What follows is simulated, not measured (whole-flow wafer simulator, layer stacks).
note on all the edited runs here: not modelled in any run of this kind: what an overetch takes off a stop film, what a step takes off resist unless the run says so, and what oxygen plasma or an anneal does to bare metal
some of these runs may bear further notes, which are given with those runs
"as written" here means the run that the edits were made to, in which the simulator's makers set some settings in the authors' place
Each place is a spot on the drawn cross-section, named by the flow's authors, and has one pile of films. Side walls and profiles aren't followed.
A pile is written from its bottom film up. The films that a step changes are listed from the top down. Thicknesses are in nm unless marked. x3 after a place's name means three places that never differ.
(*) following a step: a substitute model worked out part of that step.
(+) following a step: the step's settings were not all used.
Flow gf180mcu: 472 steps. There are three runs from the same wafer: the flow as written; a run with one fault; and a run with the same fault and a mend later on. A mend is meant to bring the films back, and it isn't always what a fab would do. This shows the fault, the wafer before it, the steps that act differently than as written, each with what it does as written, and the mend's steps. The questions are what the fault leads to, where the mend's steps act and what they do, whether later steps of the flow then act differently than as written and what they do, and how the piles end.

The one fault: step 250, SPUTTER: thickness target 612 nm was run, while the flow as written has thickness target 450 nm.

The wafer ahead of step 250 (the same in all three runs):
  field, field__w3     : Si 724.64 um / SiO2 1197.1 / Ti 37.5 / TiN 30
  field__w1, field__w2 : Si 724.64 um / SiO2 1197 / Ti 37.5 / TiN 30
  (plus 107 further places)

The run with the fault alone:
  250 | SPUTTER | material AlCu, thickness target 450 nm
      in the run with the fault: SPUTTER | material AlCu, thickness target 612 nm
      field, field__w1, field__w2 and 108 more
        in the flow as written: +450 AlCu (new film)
        in the run with the fault: +612 AlCu (new film)
  Later steps of the flow acting differently than as written:
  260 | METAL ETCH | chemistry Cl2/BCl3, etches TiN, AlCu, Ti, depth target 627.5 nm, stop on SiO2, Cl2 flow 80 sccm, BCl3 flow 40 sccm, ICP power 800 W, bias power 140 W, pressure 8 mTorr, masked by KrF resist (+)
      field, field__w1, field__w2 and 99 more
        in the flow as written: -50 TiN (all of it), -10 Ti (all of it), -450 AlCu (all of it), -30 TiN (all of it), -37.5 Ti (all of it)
        in the run with the fault: -50 TiN (all of it), -10 Ti (all of it), -567.5 AlCu
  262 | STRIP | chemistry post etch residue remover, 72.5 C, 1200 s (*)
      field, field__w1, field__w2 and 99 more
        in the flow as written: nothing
        in the run with the fault: -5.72 AlCu
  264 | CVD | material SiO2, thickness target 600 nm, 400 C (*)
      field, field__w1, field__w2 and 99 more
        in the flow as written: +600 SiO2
        in the run with the fault: +600 SiO2 (new film)
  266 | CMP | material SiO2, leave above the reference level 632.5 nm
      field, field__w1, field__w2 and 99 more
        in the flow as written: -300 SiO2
        in the run with the fault: -244.3 SiO2
  At field, field__w1, field__w2 and 109 more, the piles at the end differ from the flow's by more than 2% or 0.5 nm, whichever is larger.
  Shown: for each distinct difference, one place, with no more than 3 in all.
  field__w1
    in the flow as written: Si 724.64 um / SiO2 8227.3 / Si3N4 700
    in the run with the fault: Si 724.64 um / SiO2 1197 / Ti 37.5 / TiN 30 / AlCu 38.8 / SiO2 7086 / Si3N4 700
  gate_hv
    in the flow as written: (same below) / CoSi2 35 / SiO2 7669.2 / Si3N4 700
    in the run with the fault: (same below) / CoSi2 35 / SiO2 638.9 / Ti 37.5 / TiN 30 / AlCu 38.8 / SiO2 7086 / Si3N4 700
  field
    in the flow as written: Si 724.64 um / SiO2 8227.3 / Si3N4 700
    in the run with the fault: Si 724.64 um / SiO2 1197.1 / Ti 37.5 / TiN 30 / AlCu 38.8 / SiO2 7086 / Si3N4 700

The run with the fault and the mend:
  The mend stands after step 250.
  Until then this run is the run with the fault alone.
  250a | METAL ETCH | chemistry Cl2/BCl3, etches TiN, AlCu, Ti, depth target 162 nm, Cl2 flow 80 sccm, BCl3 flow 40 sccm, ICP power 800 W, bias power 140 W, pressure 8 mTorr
      field, field__w1, field__w2 and 108 more
        -162 AlCu
  Later steps of the flow that are run all act as written at every place that is followed.
  The piles end the same as the flow's at every place that both follow.
